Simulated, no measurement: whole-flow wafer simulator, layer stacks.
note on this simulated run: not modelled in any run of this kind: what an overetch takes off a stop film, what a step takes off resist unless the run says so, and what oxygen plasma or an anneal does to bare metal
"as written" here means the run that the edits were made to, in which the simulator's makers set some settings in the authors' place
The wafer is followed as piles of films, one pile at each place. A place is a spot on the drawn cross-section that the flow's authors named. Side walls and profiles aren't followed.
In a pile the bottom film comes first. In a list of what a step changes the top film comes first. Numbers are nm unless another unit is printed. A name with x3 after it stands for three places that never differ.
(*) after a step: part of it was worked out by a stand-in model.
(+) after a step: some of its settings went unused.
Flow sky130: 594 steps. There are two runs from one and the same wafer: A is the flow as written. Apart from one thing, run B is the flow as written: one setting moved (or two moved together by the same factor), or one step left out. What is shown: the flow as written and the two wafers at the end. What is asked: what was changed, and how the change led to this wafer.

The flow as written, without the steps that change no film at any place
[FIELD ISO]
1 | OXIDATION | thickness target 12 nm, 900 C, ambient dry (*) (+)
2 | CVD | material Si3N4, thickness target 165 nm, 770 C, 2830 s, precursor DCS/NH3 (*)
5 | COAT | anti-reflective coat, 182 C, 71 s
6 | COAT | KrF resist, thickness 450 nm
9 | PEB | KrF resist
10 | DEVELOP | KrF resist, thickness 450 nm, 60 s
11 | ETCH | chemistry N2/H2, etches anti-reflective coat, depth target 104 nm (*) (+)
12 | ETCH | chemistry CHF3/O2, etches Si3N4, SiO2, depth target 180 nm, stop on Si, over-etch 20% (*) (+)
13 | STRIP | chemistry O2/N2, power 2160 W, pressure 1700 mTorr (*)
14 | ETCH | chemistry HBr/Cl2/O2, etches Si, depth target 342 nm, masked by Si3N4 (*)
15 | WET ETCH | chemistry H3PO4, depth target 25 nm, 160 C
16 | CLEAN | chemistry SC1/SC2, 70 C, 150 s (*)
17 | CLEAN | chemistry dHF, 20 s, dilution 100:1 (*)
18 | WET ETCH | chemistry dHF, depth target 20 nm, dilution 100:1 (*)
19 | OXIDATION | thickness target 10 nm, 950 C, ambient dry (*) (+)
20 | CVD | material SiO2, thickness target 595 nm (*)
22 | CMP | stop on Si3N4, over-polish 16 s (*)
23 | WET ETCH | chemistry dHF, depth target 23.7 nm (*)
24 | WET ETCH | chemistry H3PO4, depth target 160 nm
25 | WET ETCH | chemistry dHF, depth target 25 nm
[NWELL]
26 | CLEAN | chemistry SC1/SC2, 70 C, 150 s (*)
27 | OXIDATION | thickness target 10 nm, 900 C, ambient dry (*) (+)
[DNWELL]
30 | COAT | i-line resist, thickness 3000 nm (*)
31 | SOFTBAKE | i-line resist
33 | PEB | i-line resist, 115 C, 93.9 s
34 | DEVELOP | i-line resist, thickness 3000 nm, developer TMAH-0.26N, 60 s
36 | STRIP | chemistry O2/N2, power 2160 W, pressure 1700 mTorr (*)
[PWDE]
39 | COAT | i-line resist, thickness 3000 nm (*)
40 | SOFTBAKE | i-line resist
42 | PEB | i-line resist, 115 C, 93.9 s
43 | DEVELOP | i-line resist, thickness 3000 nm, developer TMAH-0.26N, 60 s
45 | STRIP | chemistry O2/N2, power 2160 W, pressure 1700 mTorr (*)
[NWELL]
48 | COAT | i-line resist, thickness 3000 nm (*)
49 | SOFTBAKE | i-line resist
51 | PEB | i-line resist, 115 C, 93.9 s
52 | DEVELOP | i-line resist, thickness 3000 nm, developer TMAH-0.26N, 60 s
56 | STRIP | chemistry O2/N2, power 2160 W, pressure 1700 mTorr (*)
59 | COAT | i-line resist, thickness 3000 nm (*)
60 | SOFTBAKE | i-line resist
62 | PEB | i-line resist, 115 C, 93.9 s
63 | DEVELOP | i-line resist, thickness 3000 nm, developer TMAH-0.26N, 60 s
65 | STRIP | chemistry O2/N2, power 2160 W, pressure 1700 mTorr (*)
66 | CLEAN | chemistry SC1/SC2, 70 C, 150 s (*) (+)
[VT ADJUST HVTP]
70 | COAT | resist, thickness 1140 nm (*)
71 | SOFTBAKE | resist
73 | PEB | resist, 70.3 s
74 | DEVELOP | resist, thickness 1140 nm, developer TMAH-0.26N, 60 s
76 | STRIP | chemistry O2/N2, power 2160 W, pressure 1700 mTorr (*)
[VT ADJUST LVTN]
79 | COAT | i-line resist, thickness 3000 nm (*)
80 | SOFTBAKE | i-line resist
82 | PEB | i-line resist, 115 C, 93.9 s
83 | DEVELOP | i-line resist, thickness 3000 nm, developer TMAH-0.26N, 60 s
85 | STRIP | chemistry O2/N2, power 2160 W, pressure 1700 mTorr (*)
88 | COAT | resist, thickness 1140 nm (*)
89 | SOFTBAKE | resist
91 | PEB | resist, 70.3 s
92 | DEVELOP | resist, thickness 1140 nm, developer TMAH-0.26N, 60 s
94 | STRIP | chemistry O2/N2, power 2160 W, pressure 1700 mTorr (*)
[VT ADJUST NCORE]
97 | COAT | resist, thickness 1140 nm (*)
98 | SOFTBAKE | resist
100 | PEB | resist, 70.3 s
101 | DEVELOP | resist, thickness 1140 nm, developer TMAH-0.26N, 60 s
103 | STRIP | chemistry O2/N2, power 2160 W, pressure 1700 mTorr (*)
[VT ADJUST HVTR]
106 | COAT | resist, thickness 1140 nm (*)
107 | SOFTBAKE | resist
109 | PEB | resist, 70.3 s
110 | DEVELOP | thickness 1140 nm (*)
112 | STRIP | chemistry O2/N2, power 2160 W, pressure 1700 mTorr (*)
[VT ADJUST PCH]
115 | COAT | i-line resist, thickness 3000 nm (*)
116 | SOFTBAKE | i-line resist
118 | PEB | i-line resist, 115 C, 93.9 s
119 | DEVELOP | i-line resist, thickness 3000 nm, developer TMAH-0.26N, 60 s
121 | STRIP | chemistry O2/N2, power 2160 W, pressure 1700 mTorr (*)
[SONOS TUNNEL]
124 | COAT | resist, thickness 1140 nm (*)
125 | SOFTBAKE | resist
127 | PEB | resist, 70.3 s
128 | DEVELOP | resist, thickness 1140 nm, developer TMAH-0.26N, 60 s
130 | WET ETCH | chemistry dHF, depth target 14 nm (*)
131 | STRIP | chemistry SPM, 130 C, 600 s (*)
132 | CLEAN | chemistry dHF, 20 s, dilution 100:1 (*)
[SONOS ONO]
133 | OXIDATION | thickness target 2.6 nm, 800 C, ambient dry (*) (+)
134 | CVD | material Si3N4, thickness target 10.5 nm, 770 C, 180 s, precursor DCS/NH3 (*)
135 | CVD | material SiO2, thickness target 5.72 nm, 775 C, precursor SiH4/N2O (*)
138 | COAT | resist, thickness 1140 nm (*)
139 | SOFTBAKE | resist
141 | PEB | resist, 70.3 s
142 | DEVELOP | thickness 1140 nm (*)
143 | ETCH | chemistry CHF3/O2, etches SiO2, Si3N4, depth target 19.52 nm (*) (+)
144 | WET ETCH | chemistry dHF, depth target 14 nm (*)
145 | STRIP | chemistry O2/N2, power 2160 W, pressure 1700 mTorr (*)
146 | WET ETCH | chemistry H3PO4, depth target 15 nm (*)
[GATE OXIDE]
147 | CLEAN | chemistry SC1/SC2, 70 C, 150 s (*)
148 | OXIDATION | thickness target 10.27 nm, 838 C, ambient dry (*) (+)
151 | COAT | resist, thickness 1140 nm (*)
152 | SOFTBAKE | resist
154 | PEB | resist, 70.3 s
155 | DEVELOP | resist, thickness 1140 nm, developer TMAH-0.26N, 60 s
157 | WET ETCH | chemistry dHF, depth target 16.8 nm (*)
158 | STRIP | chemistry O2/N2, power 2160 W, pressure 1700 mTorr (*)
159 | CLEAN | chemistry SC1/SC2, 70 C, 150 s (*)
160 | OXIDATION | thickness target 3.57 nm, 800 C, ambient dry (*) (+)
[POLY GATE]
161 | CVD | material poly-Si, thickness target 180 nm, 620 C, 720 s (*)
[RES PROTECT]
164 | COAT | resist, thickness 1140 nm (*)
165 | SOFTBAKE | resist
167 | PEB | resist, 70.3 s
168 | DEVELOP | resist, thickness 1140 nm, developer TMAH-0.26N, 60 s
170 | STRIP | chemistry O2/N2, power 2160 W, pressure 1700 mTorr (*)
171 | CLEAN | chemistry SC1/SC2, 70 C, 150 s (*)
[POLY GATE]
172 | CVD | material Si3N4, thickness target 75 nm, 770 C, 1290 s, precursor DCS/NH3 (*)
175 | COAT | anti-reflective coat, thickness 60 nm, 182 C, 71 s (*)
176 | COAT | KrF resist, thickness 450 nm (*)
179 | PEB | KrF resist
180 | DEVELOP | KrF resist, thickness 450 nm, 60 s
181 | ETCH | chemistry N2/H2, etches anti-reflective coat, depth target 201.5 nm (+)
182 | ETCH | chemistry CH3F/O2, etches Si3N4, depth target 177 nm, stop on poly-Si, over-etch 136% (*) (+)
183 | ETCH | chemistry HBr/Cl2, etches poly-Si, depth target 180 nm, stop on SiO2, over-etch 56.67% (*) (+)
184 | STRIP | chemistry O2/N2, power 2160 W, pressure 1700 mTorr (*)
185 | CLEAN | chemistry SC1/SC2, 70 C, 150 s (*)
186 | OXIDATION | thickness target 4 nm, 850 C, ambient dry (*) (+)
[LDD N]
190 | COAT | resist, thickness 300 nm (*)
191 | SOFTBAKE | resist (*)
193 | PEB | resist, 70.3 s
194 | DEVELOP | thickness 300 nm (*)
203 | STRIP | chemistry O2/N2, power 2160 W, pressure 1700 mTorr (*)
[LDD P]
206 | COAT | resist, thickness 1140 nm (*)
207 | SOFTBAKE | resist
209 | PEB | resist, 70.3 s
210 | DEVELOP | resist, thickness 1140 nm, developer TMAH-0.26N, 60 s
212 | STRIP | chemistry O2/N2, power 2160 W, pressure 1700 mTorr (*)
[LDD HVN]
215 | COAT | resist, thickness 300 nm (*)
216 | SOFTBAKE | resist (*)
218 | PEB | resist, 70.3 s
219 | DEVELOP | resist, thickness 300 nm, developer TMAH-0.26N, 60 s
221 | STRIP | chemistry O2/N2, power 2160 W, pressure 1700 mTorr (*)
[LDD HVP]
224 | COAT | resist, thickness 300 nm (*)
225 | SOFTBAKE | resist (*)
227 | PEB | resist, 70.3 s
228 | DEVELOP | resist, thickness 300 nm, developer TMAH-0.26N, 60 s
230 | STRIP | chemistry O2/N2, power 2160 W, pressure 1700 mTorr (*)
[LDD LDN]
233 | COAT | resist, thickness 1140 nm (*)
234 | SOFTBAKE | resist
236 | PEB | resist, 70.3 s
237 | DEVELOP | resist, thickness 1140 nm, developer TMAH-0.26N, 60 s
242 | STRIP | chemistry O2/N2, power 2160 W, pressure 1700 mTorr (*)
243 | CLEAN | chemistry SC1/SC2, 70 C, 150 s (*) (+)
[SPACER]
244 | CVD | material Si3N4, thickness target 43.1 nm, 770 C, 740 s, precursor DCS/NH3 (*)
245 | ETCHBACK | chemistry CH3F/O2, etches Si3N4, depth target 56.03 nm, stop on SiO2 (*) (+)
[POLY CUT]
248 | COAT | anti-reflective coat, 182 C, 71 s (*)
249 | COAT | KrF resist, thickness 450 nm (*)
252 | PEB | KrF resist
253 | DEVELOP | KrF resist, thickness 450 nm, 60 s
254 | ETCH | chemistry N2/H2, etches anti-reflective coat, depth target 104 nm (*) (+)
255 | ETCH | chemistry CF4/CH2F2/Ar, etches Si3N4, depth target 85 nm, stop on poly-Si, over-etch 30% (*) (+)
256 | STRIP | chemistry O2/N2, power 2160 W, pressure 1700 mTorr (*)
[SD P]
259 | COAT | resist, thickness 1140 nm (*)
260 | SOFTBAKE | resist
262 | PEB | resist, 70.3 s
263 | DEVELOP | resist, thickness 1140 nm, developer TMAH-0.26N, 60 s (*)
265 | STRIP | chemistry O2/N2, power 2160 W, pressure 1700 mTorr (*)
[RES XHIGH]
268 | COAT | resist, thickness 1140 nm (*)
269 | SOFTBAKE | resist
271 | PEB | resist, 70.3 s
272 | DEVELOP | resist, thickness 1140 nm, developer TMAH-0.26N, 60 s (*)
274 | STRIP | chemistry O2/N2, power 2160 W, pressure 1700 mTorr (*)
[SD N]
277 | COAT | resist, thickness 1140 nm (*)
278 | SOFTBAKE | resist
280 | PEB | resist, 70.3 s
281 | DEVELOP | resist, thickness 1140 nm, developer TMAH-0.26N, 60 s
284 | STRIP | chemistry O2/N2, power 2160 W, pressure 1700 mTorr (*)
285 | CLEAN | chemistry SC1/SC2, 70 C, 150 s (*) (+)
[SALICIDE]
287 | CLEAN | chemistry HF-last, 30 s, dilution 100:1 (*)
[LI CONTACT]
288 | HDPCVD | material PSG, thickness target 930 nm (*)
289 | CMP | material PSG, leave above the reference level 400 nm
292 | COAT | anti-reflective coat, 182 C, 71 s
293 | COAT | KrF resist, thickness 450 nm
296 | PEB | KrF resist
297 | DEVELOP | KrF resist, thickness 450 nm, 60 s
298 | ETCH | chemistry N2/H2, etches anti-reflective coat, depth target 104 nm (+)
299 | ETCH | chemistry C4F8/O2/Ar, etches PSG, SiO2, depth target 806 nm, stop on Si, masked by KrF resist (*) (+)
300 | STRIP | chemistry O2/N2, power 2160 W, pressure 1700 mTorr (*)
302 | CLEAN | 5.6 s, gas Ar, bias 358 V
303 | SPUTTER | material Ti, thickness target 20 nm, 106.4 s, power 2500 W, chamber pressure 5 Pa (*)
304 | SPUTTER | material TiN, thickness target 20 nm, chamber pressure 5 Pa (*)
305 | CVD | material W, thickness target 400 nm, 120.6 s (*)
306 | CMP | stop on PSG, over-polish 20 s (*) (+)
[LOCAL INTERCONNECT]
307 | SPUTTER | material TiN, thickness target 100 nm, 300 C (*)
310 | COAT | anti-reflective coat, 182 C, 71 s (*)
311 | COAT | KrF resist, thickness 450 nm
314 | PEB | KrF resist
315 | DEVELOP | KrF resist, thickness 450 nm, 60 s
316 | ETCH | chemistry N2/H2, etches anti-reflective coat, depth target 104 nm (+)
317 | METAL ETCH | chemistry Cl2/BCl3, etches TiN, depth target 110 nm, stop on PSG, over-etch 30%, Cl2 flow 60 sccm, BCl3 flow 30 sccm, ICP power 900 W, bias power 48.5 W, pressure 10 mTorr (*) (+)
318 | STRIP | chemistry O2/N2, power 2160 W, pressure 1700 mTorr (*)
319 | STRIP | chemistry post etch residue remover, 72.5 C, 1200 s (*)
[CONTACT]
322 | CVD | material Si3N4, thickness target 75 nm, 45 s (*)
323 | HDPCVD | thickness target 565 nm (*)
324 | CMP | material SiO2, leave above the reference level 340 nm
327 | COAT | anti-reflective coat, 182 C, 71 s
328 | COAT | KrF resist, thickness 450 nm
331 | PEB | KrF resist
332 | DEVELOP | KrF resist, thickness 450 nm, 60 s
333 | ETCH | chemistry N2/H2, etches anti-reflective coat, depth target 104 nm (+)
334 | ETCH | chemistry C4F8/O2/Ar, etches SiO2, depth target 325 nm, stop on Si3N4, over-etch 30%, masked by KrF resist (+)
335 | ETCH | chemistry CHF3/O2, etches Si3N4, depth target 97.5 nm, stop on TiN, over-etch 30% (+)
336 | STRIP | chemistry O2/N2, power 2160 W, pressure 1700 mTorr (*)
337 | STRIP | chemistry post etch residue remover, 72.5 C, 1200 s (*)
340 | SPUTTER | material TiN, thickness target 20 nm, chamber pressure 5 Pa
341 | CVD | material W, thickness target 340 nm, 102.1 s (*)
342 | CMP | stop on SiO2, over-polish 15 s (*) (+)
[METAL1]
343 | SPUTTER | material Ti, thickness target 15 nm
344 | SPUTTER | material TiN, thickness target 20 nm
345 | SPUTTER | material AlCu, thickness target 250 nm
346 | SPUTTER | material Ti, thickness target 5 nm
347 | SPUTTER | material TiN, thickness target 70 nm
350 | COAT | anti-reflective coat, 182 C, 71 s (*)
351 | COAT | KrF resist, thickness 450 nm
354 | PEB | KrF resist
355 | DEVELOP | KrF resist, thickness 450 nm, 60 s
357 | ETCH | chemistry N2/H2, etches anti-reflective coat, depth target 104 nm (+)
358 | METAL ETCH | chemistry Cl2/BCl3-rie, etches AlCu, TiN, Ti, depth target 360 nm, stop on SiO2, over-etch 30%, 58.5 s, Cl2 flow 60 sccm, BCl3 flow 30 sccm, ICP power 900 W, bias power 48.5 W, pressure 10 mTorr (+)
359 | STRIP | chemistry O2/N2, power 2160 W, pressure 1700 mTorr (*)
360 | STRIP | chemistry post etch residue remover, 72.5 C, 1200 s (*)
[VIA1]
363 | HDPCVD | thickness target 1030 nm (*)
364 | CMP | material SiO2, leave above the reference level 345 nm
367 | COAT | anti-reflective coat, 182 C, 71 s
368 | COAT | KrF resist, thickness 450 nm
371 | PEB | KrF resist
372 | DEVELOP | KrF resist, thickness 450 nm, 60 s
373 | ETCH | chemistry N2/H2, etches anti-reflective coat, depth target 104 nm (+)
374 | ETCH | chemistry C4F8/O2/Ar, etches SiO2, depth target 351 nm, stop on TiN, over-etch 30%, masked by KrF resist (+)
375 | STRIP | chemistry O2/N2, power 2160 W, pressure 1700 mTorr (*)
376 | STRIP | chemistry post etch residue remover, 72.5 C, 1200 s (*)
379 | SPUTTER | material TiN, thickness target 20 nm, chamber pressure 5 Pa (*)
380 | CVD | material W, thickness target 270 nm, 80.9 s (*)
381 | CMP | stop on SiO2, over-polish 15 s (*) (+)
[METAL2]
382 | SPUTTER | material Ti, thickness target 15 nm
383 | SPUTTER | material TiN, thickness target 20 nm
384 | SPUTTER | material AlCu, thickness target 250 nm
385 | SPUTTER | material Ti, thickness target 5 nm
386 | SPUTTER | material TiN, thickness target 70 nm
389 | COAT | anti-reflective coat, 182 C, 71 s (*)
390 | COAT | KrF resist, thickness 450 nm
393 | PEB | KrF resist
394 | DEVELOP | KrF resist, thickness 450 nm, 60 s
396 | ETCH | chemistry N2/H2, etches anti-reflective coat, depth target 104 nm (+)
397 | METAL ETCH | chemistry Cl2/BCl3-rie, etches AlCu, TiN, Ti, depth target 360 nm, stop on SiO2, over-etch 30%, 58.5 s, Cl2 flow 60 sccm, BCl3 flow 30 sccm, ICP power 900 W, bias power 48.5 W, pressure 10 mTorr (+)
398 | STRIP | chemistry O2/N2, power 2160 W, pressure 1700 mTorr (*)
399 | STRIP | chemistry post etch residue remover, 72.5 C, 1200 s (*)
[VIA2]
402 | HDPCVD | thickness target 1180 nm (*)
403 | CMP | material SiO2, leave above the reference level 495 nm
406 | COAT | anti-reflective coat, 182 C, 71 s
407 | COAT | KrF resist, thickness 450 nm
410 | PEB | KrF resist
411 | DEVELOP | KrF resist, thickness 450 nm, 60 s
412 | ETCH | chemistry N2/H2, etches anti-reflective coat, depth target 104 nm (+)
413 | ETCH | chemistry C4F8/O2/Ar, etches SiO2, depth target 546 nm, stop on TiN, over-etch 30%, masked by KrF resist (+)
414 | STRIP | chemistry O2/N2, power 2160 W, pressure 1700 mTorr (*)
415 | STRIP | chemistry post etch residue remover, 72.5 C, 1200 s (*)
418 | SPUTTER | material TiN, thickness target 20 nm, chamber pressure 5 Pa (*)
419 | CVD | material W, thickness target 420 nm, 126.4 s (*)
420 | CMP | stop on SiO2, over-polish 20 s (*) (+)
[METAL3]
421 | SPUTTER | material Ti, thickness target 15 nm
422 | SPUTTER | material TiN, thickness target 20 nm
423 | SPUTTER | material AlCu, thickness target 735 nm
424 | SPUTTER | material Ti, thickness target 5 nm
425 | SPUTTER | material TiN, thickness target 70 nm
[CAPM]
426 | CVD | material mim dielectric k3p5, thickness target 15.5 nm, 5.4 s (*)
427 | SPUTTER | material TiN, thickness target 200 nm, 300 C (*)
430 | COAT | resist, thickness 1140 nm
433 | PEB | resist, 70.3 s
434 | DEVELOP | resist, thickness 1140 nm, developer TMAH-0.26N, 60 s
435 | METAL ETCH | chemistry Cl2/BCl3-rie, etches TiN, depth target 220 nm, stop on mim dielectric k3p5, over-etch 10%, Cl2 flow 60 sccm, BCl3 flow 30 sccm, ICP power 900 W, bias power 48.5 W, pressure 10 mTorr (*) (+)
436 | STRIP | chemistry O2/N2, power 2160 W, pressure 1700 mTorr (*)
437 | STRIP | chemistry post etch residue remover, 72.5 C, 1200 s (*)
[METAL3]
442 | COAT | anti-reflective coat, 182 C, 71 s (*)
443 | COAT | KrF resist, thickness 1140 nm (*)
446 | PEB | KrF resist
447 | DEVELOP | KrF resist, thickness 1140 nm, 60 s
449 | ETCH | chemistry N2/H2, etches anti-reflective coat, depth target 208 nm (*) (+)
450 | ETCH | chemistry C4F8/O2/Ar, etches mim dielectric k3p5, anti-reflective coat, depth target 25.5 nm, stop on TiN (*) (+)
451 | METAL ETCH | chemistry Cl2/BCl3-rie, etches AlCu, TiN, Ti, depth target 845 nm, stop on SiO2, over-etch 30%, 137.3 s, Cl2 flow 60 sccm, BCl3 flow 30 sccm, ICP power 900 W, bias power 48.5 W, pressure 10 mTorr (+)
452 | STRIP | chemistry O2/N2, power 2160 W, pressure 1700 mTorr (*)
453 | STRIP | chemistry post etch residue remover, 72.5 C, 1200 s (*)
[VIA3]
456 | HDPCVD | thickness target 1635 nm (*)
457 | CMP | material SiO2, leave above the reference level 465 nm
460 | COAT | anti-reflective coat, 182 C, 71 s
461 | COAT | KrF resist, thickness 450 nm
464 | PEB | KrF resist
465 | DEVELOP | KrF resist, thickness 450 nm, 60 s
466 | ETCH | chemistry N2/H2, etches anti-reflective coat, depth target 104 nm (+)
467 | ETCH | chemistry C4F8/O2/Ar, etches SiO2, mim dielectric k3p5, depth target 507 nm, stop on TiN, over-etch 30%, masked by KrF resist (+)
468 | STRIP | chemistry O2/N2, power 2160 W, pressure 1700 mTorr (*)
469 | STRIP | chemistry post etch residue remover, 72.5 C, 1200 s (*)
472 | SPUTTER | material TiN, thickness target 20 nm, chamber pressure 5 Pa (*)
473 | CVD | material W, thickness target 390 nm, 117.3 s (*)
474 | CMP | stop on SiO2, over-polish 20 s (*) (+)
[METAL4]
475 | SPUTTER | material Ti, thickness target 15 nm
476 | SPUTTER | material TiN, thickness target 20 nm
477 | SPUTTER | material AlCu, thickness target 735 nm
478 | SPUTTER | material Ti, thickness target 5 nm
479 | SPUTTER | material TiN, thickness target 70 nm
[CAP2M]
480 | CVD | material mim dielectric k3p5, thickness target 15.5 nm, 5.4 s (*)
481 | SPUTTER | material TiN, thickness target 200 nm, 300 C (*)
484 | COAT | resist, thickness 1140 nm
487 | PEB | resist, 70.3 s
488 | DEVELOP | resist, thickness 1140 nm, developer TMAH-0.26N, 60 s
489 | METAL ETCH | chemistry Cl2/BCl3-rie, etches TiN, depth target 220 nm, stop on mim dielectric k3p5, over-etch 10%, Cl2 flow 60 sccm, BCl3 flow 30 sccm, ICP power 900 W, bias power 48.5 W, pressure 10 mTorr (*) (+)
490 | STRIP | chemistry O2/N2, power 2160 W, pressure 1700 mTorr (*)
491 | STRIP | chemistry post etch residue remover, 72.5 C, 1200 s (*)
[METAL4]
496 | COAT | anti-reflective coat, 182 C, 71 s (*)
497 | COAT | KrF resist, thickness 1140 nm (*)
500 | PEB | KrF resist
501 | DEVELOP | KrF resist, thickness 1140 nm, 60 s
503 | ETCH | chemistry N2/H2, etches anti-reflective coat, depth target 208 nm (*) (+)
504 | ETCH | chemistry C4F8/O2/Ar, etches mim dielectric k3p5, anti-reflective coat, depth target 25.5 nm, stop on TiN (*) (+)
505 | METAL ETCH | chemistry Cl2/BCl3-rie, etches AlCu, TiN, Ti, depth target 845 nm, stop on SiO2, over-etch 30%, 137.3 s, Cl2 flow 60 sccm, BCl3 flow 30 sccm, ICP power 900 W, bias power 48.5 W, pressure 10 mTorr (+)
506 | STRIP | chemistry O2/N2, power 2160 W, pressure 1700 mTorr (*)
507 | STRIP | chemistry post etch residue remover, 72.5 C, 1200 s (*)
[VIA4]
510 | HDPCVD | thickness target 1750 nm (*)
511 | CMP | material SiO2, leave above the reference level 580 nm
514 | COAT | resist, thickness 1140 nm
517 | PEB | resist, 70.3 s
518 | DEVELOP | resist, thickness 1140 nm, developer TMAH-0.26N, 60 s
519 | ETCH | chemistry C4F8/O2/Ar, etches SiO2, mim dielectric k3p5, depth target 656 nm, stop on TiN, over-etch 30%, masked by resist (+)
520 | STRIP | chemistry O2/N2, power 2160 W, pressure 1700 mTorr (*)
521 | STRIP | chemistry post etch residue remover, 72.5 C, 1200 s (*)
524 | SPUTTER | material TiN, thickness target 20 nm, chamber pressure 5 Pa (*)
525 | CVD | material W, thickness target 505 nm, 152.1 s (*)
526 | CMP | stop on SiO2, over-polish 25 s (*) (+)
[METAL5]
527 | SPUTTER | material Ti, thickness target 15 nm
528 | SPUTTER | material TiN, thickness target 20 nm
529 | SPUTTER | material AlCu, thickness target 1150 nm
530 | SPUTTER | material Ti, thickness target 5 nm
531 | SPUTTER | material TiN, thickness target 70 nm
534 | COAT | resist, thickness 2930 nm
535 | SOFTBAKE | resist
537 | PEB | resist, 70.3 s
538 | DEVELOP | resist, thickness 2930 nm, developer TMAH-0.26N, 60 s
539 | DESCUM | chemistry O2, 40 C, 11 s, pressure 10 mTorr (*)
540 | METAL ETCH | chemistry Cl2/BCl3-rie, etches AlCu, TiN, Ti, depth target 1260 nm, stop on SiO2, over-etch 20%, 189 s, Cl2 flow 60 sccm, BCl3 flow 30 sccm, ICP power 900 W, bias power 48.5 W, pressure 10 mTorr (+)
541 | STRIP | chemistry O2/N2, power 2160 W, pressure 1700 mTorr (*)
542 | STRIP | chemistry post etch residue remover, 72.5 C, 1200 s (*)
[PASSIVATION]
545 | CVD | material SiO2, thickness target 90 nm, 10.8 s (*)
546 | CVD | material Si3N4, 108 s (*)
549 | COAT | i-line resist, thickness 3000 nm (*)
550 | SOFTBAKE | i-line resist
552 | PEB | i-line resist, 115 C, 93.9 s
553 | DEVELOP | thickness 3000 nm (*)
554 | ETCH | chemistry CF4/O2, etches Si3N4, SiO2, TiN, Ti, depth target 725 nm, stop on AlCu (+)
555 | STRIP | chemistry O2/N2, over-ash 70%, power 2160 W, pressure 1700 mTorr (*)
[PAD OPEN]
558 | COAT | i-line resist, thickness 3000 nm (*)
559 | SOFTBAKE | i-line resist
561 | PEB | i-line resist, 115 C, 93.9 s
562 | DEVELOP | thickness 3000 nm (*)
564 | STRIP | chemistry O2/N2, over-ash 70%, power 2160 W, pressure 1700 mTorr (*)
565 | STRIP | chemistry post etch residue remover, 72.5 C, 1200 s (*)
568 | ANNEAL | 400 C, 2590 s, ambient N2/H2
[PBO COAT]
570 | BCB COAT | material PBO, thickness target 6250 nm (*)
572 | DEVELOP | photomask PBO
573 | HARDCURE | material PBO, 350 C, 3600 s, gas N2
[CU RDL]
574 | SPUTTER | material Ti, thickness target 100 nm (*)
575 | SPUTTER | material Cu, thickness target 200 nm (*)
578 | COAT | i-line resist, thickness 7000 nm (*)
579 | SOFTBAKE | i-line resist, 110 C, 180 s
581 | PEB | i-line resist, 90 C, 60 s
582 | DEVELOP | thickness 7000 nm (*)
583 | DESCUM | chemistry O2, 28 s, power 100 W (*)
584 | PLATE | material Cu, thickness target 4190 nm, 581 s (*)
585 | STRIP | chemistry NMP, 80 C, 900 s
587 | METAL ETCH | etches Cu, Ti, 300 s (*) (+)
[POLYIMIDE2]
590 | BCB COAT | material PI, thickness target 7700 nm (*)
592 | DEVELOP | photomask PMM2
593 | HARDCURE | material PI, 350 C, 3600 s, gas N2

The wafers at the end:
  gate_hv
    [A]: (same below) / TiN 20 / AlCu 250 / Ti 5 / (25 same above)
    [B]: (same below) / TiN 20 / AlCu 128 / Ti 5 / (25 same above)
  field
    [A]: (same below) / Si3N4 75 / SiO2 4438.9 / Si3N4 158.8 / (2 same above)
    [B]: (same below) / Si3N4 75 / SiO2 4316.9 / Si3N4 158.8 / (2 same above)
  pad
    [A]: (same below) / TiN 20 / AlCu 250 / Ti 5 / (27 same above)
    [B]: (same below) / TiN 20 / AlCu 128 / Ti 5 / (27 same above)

The reason: step 345, SPUTTER: thickness target 128 nm was run, whereas the flow has thickness target 250 nm.
The wafer itself shows it: gate_hv has AlCu 128, and step 345 as written asks for 250 nm.

The path from the change to this, step by step:
  345 | SPUTTER | material AlCu, thickness target 250 nm
      field, active, n_well and 188 more: A +250 AlCu (new film) | B +128 AlCu (new film)
  358 | METAL ETCH | chemistry Cl2/BCl3-rie, etches AlCu, TiN, Ti, depth target 360 nm, stop on SiO2, over-etch 30%, 58.5 s, Cl2 flow 60 sccm, BCl3 flow 30 sccm, ICP power 900 W, bias power 48.5 W, pressure 10 mTorr (+)
      field, active, gate and 81 more: A -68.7 TiN (all of it), -5 Ti (all of it), -250 AlCu (all of it), -20 TiN (all of it), -15 Ti (all of it), -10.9 SiO2 | B -68.7 TiN (all of it), -5 Ti (all of it), -128 AlCu (all of it), -20 TiN (all of it), -15 Ti (all of it), -23.1 SiO2
  364 | CMP | material SiO2, leave above the reference level 345 nm
      field, active, gate and 81 more: A -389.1 SiO2 | B -498.9 SiO2
